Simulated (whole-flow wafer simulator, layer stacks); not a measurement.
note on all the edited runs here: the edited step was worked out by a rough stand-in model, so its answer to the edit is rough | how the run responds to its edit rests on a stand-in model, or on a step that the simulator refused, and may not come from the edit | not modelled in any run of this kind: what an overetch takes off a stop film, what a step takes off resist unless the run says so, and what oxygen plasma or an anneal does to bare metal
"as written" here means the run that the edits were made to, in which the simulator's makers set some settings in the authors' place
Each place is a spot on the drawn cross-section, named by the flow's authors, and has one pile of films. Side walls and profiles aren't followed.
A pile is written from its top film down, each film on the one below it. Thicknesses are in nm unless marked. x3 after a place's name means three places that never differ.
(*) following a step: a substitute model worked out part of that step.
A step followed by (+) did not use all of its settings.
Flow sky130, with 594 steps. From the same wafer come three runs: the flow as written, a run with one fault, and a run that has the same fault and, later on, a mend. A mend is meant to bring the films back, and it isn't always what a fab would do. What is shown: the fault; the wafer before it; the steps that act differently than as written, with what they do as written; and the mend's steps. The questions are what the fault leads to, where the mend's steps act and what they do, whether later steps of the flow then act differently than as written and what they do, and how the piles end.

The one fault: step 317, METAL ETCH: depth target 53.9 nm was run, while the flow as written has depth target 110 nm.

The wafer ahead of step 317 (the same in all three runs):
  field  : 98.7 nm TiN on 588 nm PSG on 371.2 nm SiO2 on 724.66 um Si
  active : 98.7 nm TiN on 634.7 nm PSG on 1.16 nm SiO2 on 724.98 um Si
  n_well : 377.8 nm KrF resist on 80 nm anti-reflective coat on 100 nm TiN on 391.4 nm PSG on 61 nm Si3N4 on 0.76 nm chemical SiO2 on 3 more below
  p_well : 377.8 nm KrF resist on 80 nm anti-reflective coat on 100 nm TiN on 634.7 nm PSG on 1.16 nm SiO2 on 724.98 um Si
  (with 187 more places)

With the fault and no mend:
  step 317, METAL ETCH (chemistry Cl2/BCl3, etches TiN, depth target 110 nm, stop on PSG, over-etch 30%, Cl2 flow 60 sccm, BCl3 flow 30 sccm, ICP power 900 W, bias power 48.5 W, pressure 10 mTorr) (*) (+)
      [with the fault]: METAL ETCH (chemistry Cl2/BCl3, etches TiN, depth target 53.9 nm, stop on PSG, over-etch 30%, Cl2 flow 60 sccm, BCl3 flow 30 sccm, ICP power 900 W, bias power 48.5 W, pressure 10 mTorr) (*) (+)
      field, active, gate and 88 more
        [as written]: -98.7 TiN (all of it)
        [with the fault]: -53.9 TiN
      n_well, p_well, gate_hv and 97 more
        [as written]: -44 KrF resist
        [with the fault]: -21.6 KrF resist
  Steps further on in the flow that do not act as written (9 other steps are not shown; they differ only slightly, by no more than 2% or 0.5 nm, whichever is larger):
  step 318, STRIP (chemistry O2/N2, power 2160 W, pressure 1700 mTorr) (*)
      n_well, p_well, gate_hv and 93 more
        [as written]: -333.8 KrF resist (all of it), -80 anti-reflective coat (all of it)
        [with the fault]: -356.3 KrF resist (all of it), -80 anti-reflective coat (all of it)
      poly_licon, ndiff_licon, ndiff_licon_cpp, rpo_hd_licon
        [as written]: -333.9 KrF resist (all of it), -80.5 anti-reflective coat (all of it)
        [with the fault]: -356.3 KrF resist (all of it), -80.5 anti-reflective coat (all of it)
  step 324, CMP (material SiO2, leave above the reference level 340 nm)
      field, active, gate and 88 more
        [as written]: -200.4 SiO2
        [with the fault]: -244.8 SiO2
  At field, active, gate and 90 more, the piles at the end differ from the flow's by more than 2% or 0.5 nm, whichever is larger.
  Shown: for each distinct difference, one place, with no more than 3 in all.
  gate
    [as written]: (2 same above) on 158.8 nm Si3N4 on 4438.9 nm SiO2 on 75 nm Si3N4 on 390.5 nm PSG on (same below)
    [with the fault]: (2 same above) on 158.8 nm Si3N4 on 4394.6 nm SiO2 on 75 nm Si3N4 on 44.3 nm TiN on 390.5 nm PSG on (same below)
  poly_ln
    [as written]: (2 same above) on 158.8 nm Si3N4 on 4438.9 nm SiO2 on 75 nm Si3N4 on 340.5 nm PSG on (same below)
    [with the fault]: (2 same above) on 158.8 nm Si3N4 on 4394.6 nm SiO2 on 75 nm Si3N4 on 44.3 nm TiN on 340.5 nm PSG on (same below)
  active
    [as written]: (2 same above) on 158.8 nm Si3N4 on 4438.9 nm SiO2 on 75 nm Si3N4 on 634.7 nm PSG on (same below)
    [with the fault]: (2 same above) on 158.8 nm Si3N4 on 4394.6 nm SiO2 on 75 nm Si3N4 on 44.3 nm TiN on 634.7 nm PSG on (same below)

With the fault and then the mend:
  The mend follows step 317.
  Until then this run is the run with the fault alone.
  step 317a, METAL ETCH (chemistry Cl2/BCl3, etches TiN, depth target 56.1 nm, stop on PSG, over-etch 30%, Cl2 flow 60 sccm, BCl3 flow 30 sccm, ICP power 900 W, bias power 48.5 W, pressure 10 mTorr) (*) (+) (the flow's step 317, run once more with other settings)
      n_well, p_well, gate_hv and 97 more
        -22.4 KrF resist
      field, active, gate and 88 more
        -44.8 TiN (all of it)
  None of the later steps of the flow acts differently than as written at any place that is followed.
  By the end, the piles equal the flow's at every place that both follow.
